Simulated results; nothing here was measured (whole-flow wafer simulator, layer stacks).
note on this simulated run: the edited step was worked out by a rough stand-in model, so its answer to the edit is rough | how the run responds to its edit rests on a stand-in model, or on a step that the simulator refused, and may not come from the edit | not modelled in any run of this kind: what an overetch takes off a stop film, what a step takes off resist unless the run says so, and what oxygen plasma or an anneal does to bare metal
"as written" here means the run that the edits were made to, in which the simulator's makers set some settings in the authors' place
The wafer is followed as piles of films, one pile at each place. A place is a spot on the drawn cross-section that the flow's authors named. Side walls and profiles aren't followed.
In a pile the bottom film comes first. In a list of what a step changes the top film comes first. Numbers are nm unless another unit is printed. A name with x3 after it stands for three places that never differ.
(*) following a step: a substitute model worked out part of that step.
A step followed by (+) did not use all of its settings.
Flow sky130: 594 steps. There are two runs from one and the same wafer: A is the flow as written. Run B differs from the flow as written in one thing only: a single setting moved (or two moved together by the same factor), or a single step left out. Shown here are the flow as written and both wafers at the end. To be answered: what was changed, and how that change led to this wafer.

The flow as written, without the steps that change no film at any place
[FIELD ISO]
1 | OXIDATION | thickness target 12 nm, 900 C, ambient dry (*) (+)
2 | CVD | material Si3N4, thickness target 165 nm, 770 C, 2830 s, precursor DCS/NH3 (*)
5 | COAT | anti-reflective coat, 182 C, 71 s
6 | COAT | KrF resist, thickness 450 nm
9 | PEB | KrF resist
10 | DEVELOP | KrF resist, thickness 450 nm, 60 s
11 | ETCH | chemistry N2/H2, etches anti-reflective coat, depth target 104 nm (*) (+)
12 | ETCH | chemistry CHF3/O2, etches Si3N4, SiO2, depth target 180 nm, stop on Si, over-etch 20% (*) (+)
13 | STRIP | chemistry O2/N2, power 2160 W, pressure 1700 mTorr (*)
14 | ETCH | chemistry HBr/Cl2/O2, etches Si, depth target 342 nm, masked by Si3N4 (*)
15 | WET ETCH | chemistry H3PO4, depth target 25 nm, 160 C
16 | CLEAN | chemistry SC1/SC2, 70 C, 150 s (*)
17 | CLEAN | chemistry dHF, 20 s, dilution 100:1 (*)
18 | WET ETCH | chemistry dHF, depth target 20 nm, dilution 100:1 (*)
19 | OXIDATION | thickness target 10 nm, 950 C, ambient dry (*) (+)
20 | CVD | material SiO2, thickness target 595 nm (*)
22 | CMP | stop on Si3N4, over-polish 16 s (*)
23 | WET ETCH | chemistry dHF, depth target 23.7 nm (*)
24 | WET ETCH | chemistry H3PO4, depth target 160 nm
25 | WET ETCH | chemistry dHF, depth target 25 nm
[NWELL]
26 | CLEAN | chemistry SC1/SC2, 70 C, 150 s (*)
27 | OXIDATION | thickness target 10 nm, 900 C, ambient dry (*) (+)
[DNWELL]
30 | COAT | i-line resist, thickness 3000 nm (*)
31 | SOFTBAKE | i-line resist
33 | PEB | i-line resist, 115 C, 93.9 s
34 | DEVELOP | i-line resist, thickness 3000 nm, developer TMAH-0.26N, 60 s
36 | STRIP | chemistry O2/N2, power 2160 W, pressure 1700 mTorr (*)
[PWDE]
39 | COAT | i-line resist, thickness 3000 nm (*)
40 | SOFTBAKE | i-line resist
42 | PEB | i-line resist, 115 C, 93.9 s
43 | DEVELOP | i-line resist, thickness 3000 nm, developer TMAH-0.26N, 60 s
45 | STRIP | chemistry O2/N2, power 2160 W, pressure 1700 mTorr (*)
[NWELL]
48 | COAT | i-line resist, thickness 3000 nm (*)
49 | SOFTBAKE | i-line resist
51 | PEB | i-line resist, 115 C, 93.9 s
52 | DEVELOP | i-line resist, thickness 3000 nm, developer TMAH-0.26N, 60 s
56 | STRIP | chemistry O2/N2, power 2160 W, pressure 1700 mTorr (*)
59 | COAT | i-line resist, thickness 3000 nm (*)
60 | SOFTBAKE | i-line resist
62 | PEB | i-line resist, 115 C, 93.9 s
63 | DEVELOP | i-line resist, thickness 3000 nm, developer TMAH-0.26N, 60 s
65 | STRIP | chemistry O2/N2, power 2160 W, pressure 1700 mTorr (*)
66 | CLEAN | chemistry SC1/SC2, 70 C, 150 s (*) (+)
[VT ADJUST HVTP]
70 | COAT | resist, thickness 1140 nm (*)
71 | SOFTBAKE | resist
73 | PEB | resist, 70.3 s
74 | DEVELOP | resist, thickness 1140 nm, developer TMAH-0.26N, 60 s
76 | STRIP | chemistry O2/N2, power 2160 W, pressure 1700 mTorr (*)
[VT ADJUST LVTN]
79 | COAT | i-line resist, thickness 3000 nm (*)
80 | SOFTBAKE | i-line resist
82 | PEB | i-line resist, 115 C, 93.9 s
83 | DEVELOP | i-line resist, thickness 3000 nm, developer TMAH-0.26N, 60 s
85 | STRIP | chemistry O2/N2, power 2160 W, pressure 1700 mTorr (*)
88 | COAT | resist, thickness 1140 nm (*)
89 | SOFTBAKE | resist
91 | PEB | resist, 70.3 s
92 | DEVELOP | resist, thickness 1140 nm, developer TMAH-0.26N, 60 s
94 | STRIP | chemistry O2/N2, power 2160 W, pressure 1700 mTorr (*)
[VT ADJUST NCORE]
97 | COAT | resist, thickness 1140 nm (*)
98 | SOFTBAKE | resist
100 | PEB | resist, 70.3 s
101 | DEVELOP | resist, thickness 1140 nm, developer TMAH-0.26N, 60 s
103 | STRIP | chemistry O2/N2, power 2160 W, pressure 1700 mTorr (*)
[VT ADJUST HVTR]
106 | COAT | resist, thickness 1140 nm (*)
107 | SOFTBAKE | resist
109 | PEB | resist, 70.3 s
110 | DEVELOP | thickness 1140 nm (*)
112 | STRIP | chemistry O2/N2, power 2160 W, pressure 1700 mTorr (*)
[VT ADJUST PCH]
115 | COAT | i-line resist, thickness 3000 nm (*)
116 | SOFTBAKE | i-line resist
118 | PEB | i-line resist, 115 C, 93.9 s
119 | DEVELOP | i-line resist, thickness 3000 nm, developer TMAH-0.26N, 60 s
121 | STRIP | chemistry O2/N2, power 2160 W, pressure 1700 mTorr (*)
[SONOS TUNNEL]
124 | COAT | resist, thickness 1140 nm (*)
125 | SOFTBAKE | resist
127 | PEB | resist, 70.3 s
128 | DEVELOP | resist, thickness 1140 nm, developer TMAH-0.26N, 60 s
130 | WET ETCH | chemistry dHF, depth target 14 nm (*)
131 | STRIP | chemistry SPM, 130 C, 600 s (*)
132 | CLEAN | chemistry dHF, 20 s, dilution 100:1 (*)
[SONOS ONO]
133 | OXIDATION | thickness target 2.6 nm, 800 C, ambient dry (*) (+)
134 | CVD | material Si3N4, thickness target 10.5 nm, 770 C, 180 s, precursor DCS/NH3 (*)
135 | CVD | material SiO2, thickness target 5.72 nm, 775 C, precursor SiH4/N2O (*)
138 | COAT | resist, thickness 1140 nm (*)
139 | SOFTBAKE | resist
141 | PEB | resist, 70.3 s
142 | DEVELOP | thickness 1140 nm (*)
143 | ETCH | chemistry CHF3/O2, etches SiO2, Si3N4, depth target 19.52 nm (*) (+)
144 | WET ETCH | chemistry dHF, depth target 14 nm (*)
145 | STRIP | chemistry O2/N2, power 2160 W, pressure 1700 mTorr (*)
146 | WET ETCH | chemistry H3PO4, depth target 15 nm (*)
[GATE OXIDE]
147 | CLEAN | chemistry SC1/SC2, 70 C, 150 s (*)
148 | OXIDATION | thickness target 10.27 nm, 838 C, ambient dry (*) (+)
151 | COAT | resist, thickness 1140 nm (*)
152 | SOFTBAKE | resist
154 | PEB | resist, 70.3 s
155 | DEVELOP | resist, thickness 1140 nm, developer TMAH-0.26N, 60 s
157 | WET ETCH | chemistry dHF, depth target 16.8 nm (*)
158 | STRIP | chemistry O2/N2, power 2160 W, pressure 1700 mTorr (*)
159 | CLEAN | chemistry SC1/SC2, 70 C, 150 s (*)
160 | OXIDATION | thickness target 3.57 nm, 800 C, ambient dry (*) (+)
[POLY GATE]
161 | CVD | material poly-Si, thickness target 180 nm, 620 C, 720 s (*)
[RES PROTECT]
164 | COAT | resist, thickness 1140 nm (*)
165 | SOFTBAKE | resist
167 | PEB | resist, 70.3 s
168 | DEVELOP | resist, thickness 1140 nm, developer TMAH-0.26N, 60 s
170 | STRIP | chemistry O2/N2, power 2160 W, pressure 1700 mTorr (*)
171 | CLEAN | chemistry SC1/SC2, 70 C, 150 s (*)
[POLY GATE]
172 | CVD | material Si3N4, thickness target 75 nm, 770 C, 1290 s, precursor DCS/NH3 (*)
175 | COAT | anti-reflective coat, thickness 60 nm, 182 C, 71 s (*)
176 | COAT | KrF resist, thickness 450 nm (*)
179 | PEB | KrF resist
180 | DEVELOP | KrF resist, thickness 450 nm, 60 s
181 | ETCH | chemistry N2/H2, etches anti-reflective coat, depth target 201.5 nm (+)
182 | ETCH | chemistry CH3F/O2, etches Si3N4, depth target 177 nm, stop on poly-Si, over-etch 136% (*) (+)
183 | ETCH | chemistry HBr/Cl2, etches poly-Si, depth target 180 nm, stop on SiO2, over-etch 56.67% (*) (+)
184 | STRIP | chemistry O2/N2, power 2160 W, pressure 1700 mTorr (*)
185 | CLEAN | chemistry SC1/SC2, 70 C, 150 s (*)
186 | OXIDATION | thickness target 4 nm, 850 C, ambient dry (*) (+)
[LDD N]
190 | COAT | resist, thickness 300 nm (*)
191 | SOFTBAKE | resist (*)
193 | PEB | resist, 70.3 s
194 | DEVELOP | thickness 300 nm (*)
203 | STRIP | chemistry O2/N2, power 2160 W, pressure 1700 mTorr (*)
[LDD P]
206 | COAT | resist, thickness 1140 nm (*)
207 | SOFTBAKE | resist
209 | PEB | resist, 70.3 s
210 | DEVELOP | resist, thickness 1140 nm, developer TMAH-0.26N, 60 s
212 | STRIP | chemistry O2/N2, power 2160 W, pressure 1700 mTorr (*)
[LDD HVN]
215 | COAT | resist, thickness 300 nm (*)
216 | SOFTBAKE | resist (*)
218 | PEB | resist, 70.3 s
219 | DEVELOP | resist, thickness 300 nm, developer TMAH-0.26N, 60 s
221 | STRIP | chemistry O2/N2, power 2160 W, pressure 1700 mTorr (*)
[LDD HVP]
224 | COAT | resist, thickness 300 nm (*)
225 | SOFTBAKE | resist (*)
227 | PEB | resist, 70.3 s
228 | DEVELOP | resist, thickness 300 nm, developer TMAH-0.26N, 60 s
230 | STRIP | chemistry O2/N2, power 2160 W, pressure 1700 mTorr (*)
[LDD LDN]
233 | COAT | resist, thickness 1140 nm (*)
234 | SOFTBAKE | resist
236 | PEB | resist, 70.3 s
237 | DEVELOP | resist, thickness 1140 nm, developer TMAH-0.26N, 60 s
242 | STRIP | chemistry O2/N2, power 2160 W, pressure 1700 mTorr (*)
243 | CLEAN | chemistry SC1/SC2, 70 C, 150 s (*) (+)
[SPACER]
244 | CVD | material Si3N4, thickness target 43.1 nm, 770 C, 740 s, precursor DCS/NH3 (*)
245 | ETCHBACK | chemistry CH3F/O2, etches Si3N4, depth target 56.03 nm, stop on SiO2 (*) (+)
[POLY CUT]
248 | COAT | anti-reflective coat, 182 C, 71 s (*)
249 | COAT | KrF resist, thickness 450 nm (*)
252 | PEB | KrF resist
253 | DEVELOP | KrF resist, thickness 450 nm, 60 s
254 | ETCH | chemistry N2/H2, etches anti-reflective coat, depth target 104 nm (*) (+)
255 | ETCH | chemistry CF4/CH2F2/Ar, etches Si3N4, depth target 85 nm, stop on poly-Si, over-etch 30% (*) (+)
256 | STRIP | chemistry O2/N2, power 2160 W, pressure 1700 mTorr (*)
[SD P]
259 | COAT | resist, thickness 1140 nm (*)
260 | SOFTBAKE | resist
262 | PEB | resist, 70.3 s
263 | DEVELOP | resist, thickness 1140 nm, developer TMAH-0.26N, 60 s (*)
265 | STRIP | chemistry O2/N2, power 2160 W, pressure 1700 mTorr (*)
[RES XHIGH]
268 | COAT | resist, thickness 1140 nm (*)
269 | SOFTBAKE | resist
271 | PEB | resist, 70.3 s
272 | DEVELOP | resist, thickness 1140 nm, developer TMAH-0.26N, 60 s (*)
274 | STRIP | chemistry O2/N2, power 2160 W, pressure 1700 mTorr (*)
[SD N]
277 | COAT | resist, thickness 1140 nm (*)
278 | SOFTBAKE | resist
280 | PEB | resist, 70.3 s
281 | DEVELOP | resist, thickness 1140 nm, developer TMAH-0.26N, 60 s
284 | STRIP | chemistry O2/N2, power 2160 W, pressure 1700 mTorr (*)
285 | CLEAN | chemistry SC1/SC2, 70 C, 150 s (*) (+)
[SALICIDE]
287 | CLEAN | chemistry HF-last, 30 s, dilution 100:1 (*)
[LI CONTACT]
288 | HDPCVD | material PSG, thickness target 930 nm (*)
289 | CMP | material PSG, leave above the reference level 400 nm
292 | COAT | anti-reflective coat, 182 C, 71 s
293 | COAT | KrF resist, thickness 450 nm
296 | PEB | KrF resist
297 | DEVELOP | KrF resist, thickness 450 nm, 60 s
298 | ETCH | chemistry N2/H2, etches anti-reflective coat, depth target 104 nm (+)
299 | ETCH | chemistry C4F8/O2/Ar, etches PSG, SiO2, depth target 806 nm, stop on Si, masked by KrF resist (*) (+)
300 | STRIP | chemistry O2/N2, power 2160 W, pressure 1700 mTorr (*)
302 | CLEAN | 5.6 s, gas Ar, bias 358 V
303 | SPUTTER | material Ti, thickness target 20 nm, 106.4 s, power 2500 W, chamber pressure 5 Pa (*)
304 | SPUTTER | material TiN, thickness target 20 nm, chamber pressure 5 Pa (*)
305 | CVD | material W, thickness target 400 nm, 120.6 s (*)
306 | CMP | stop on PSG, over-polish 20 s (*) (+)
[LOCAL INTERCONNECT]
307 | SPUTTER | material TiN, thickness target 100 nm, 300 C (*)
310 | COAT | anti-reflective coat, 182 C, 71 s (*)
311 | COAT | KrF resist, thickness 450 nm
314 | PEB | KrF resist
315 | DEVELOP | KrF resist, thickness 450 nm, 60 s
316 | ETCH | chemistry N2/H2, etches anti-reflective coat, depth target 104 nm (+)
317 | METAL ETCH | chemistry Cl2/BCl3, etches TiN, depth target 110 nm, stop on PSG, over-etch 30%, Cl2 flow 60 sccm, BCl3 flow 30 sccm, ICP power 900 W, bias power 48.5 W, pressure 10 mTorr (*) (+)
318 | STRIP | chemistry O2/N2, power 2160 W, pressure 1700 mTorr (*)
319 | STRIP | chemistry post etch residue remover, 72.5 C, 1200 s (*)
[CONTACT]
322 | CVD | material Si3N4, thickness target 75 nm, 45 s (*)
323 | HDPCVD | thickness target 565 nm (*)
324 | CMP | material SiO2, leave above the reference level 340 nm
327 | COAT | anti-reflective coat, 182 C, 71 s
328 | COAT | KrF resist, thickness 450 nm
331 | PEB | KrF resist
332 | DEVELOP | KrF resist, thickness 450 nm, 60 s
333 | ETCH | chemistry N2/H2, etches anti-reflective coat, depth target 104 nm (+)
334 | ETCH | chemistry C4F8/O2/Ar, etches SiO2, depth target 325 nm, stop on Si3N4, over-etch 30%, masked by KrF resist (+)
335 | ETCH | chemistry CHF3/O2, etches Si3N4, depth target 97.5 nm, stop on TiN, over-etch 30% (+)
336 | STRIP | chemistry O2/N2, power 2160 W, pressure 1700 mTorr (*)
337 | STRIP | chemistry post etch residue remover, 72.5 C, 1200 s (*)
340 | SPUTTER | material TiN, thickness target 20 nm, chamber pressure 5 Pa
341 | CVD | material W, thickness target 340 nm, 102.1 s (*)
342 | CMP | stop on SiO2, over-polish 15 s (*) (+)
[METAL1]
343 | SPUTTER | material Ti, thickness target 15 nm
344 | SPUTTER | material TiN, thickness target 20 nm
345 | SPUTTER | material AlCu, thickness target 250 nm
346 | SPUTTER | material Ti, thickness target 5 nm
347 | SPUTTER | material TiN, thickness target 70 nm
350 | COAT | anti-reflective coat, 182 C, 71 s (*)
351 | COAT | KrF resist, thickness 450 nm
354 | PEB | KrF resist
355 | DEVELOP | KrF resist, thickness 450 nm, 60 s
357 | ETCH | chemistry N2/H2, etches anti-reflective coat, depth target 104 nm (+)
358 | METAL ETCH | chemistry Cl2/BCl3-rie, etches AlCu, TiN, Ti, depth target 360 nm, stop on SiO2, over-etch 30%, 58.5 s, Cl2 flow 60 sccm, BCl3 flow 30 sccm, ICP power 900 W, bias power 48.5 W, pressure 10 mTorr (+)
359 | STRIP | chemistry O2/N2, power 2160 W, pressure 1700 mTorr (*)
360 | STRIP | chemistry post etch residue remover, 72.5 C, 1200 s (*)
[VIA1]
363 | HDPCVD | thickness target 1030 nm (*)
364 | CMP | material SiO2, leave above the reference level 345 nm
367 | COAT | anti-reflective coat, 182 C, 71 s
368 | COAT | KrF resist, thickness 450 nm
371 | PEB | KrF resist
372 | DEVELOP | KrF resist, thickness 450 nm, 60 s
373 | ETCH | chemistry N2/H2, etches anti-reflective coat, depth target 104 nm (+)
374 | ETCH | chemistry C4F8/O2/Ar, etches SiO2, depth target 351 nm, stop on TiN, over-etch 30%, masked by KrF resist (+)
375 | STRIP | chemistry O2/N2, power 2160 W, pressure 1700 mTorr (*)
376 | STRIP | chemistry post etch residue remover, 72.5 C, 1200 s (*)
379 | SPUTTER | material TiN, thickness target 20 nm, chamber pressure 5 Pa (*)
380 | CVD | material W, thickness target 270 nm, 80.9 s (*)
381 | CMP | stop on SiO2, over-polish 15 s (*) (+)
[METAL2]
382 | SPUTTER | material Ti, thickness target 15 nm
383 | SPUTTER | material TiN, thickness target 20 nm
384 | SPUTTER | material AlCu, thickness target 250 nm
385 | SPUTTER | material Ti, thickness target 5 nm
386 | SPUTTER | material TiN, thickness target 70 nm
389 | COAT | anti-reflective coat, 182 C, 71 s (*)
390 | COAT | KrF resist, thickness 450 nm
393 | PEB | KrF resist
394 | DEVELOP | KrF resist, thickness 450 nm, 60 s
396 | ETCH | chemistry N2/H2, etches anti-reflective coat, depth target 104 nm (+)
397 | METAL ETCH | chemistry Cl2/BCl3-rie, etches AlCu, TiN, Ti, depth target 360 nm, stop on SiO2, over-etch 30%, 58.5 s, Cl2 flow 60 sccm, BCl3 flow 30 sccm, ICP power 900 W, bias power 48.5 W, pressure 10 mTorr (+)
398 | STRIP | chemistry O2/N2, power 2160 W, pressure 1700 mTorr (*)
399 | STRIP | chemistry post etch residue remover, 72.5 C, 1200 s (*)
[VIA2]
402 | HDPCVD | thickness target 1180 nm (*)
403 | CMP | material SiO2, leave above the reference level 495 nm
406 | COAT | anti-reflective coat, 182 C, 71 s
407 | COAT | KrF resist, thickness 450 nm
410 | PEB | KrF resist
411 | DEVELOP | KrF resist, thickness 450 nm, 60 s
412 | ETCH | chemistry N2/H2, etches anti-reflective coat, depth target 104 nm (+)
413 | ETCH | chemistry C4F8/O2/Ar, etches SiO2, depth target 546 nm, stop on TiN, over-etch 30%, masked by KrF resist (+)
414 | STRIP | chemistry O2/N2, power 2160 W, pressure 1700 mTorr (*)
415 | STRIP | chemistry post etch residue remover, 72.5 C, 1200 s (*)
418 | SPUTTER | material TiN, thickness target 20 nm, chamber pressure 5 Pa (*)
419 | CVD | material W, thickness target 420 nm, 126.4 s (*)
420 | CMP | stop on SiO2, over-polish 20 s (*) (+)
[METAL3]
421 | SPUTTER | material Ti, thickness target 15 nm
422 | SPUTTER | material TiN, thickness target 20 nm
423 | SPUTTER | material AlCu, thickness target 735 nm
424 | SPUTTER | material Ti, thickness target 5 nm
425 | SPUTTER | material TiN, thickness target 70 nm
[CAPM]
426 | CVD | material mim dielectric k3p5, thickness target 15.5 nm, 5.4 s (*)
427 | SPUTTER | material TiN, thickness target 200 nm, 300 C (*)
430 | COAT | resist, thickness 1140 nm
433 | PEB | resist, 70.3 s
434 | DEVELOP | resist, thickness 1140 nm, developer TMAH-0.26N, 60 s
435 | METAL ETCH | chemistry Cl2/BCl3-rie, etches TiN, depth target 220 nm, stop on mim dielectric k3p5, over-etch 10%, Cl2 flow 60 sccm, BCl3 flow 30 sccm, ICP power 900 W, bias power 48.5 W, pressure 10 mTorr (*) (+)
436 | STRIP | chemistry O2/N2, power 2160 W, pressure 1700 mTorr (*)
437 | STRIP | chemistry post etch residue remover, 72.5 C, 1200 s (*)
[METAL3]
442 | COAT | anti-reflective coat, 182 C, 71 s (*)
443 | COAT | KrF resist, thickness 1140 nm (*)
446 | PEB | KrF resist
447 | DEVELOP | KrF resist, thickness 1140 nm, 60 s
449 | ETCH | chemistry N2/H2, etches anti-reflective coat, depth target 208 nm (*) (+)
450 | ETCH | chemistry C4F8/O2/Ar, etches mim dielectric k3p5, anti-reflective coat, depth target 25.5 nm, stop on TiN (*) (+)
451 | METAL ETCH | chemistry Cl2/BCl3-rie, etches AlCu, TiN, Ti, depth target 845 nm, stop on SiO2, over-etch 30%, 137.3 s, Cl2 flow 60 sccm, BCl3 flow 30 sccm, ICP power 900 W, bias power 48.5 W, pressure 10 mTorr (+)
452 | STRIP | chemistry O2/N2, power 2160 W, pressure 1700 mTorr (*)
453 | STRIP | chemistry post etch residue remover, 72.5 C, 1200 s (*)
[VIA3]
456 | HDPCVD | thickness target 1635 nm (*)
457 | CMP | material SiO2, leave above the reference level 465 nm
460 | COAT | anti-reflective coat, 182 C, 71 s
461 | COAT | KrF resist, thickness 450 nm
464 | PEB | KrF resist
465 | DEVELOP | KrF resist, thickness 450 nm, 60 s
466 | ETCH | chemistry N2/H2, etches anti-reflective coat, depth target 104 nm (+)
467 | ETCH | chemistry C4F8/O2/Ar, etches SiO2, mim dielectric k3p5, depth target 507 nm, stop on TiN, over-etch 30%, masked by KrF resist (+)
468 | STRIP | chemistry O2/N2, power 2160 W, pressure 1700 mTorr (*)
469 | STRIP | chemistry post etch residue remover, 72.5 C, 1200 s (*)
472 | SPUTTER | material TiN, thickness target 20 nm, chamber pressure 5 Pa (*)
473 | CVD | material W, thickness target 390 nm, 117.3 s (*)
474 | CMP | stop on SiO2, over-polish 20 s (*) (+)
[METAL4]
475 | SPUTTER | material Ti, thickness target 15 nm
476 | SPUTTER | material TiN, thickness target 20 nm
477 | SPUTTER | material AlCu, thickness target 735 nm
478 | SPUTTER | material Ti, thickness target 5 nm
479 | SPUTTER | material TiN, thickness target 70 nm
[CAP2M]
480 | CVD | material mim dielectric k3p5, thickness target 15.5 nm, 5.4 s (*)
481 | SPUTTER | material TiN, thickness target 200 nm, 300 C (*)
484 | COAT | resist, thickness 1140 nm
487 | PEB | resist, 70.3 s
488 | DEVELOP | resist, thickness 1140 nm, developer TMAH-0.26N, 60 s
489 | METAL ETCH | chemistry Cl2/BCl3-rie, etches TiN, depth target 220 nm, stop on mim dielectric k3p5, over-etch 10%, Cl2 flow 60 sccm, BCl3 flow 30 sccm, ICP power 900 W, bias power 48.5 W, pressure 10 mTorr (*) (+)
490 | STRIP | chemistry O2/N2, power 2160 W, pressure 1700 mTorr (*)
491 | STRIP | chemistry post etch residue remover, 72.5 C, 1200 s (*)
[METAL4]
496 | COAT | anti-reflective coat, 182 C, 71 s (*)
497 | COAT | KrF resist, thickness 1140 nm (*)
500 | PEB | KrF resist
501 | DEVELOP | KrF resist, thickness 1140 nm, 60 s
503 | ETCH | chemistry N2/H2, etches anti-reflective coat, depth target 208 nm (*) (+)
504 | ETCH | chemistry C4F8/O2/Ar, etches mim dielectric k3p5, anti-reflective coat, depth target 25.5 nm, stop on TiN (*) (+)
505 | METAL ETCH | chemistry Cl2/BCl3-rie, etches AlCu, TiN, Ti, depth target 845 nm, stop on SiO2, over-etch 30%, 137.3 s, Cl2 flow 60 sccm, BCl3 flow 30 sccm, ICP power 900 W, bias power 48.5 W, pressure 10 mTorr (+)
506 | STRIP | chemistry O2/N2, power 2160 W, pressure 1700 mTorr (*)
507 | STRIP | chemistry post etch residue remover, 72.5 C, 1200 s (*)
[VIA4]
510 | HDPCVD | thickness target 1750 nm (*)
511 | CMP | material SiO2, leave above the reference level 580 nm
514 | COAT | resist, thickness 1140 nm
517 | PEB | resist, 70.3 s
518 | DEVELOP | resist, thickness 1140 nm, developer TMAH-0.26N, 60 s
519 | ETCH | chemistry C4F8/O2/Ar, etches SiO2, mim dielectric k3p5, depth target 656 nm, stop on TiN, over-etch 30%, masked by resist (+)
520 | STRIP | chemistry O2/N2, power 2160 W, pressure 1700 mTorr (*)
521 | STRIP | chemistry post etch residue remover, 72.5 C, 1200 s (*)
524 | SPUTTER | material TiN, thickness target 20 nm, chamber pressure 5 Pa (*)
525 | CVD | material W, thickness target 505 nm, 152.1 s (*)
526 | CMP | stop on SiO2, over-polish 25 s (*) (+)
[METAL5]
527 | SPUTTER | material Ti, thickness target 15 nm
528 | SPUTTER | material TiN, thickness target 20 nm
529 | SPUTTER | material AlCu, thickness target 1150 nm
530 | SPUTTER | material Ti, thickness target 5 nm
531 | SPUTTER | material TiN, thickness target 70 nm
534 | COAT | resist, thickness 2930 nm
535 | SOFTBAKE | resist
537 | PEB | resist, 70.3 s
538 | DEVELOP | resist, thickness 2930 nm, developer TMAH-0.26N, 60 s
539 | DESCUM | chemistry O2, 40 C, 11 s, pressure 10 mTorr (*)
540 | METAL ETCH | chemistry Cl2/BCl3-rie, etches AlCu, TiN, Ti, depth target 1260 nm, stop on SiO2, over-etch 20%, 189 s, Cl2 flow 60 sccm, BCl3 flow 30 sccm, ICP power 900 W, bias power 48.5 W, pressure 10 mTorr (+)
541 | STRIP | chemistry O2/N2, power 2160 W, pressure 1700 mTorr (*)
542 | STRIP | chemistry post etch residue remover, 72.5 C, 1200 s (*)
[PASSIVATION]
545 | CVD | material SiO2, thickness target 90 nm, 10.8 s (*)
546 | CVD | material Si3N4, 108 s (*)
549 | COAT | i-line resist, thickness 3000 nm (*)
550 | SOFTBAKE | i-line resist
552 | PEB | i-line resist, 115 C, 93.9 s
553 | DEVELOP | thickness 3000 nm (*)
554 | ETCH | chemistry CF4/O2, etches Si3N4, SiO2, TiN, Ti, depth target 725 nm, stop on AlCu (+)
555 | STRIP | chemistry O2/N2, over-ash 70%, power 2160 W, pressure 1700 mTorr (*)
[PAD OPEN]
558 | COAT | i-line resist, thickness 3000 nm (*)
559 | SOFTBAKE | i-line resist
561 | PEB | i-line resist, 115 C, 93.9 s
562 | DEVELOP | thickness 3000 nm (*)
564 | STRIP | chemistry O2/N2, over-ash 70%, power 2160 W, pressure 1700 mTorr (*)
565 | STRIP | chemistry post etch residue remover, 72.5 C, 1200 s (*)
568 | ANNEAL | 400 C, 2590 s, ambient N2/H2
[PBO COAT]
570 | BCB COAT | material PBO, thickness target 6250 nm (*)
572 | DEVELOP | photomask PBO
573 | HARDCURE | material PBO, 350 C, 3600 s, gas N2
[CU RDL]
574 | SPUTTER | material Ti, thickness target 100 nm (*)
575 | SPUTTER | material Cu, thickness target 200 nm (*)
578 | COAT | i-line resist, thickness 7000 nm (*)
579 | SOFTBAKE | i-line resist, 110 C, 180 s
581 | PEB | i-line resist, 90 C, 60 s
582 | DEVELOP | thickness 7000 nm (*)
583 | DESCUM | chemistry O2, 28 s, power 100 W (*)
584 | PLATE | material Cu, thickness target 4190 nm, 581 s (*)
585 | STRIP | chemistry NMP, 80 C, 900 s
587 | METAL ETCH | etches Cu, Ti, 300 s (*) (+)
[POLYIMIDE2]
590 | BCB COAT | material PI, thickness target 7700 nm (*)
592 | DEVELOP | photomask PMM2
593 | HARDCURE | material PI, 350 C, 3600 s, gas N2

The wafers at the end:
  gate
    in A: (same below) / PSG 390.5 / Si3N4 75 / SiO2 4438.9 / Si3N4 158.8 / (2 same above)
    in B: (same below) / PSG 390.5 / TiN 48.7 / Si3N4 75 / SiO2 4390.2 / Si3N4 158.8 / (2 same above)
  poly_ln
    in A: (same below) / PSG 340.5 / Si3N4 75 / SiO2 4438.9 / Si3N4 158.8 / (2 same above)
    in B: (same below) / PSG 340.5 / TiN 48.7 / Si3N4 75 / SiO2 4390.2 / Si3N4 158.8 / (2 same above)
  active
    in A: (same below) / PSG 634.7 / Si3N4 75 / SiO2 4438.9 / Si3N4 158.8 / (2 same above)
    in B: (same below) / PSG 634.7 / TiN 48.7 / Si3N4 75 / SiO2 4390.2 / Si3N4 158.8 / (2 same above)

Cause: step 317, METAL ETCH: depth target 49.5 nm was run, whereas the flow has depth target 110 nm.

How this came from the change, step by step:
  317 | METAL ETCH | chemistry Cl2/BCl3, etches TiN, depth target 110 nm, stop on PSG, over-etch 30%, Cl2 flow 60 sccm, BCl3 flow 30 sccm, ICP power 900 W, bias power 48.5 W, pressure 10 mTorr (*) (+)
      field, active, gate and 88 more: A -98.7 TiN (all of it) | B -49.5 TiN
      n_well, p_well, gate_hv and 97 more: A -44 KrF resist | B -19.8 KrF resist
  318 | STRIP | chemistry O2/N2, power 2160 W, pressure 1700 mTorr (*)
      n_well, p_well, gate_hv and 93 more: A -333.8 KrF resist (all of it), -80 anti-reflective coat (all of it) | B -358 KrF resist (all of it), -80 anti-reflective coat (all of it)
      poly_licon, ndiff_licon, ndiff_licon_cpp, rpo_hd_licon: A -333.9 KrF resist (all of it), -80.5 anti-reflective coat (all of it) | B -358.1 KrF resist (all of it), -80.5 anti-reflective coat (all of it)
  324 | CMP | material SiO2, leave above the reference level 340 nm
      field, active, gate and 88 more: A -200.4 SiO2 | B -249.2 SiO2
Taking metal films that touch as one body, gate has 1 body; the flow as written gives 0 bodies.
Taking metal films that touch as one body, poly_ln has 1 body; the flow as written gives 0 bodies.
Taking metal films that touch as one body, active has 1 body; the flow as written gives 0 bodies.
